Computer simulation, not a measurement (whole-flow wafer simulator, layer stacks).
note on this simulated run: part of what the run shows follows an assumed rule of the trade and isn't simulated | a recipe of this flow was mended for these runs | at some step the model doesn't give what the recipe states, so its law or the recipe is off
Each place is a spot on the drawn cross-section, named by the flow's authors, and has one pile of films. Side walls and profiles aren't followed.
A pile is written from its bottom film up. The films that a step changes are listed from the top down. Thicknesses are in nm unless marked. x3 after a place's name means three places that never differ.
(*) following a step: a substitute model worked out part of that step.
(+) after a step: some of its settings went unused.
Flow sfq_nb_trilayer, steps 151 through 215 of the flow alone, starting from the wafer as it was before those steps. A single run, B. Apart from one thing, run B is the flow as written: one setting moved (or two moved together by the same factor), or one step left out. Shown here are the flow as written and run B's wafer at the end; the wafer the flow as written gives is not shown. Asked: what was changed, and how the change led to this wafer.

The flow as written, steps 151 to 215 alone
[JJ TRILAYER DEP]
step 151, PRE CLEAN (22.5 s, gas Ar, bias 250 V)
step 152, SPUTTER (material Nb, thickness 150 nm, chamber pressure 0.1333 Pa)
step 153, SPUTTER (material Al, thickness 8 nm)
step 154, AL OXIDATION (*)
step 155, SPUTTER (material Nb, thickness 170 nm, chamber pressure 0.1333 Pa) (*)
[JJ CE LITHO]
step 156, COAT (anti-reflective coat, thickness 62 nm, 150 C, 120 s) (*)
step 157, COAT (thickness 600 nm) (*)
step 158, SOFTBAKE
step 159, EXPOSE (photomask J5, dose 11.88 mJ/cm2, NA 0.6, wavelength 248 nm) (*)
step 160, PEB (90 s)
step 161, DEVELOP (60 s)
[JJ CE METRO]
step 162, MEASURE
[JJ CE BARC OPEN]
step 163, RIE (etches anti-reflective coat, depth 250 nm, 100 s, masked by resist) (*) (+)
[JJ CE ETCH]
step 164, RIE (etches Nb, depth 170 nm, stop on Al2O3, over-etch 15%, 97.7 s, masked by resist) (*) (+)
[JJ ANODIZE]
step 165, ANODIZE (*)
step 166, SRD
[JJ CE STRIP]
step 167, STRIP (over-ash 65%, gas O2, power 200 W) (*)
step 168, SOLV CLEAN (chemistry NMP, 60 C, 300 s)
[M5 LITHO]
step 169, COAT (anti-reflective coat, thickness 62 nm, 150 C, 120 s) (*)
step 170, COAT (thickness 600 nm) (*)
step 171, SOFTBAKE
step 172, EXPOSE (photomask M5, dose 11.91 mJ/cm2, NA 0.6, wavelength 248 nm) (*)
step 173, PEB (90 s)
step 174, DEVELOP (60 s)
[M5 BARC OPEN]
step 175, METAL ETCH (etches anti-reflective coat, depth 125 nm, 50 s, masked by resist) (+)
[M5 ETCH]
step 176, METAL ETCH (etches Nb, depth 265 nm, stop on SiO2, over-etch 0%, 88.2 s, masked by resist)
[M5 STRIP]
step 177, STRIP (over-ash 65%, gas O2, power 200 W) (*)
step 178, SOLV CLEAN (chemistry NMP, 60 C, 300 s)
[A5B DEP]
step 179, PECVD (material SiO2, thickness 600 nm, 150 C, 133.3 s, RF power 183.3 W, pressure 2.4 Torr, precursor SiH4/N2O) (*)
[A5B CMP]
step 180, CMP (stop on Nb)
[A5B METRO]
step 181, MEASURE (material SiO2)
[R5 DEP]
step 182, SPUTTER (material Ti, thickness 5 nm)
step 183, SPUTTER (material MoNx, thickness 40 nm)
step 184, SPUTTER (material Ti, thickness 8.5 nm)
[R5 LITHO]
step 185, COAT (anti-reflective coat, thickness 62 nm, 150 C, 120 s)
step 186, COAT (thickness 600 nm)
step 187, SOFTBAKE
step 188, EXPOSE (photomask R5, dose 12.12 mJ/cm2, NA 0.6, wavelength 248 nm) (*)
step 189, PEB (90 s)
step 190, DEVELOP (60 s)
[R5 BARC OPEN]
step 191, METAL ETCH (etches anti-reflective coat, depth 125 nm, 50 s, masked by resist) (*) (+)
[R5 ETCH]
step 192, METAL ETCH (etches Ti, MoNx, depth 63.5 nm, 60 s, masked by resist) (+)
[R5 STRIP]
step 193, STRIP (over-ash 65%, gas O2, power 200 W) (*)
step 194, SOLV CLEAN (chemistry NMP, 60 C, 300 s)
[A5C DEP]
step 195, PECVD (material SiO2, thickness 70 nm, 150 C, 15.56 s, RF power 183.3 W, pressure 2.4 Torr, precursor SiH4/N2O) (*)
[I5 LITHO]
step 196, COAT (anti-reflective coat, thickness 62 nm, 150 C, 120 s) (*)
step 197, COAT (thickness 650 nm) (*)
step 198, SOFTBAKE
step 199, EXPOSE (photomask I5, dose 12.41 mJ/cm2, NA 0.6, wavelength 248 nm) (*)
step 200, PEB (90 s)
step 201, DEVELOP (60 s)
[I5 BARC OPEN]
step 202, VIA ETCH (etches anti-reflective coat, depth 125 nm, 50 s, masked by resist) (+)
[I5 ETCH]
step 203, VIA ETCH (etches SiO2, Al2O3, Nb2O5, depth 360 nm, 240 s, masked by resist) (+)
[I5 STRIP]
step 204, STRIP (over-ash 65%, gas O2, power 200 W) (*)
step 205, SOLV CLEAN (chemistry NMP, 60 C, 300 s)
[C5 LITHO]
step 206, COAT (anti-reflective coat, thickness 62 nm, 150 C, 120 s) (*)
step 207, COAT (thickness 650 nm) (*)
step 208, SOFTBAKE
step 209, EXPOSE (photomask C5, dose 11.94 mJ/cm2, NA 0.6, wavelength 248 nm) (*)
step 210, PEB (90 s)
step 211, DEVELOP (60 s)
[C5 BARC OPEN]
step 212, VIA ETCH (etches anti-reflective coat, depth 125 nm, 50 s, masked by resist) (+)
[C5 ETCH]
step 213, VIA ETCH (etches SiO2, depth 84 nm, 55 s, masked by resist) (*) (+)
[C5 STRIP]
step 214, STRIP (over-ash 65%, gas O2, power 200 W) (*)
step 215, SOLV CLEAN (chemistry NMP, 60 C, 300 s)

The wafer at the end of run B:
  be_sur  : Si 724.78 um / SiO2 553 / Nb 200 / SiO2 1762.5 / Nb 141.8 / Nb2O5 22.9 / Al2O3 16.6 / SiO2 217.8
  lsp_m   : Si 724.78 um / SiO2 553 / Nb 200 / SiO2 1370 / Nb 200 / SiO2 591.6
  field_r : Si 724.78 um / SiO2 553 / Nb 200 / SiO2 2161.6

Cause: step 153, SPUTTER: thickness 10.4 nm was run, while the flow as written has thickness 8 nm.

Step by step, how the change led to this:
  step 153, SPUTTER (material Al, thickness 8 nm)
      field_l, v_sur, via_sp and 100 more: Al gains 10.4 (new film) (in the flow as written it would be: Al gains 8 (new film))
      via_wl, via_wr: Al gains 6.67 (new film) (in the flow as written it would be: Al gains 5.13 (new film))
      (also at 1 further place)
  step 165, ANODIZE (*)
      field_l, v_sur, via_sp and 96 more: Al2O3 gains 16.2, Nb2O5 gains 22.9 (new film), Al loses 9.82 (all of it), Nb loses 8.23 (in the flow as written it would be: Al2O3 gains 12.2, Nb2O5 gains 29.9 (new film), Al loses 7.42 (all of it), Nb loses 10.8)
      via_wl, via_wr: Al2O3 gains 10 (new film), Nb2O5 gains 34.7 (new film), Al loses 6.09 (all of it), Nb loses 12.5 (in the flow as written it would be: Al2O3 gains 7.51 (new film), Nb2O5 gains 39.2 (new film), Al loses 4.55 (all of it), Nb loses 14.1)
      (also at 1 further place)
  step 169, COAT (anti-reflective coat, thickness 62 nm, 150 C, 120 s) (*)
      ce_l, ce_r: anti-reflective coat gains 16.2 (new film) (in the flow as written it would be: anti-reflective coat gains 17.1 (new film))
  step 176, METAL ETCH (etches Nb, depth 265 nm, stop on SiO2, over-etch 0%, 88.2 s, masked by resist)
      field_l, res, r_end and 47 more: Al2O3 loses 16.5 (all of it), Nb2O5 loses 22.9 (all of it), Nb loses 141.8 (all of it), SiO2 loses 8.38 (in the flow as written it would be: Al2O3 loses 12.6 (all of it), Nb2O5 loses 29.9 (all of it), Nb loses 139.2 (all of it), SiO2 loses 8.33)
      r_sur, wl_a_m6: Al2O3 loses 16.5 (all of it), Nb2O5 loses 22.9 (all of it), Nb loses 141.8 (all of it), SiO2 loses 8.39 (in the flow as written it would be: Al2O3 loses 12.5 (all of it), Nb2O5 loses 29.9 (all of it), Nb loses 139.2 (all of it), SiO2 loses 8.33)
      (also at 1 further place)
  step 177, STRIP (over-ash 65%, gas O2, power 200 W) (*)
      ce_l: KrF-resist-other-grade loses 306 (all of it), anti-reflective coat loses 16.2 (all of it) (in the flow as written it would be: KrF-resist-other-grade loses 307.2 (all of it), anti-reflective coat loses 17.1 (all of it))
      ce_r: KrF-resist-other-grade loses 306.2 (all of it), anti-reflective coat loses 16.2 (all of it) (in the flow as written it would be: KrF-resist-other-grade loses 307.4 (all of it), anti-reflective coat loses 17.1 (all of it))
  step 203, VIA ETCH (etches SiO2, Al2O3, Nb2O5, depth 360 nm, 240 s, masked by resist) (+)
      be: SiO2 loses 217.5 (all of it), Al2O3 loses 16.6 (all of it), Nb2O5 loses 22.9 (all of it), Nb loses 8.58 (in the flow as written it would be: SiO2 loses 214.5 (all of it), Al2O3 loses 12.7 (all of it), Nb2O5 loses 29.9 (all of it), Nb loses 8.57)
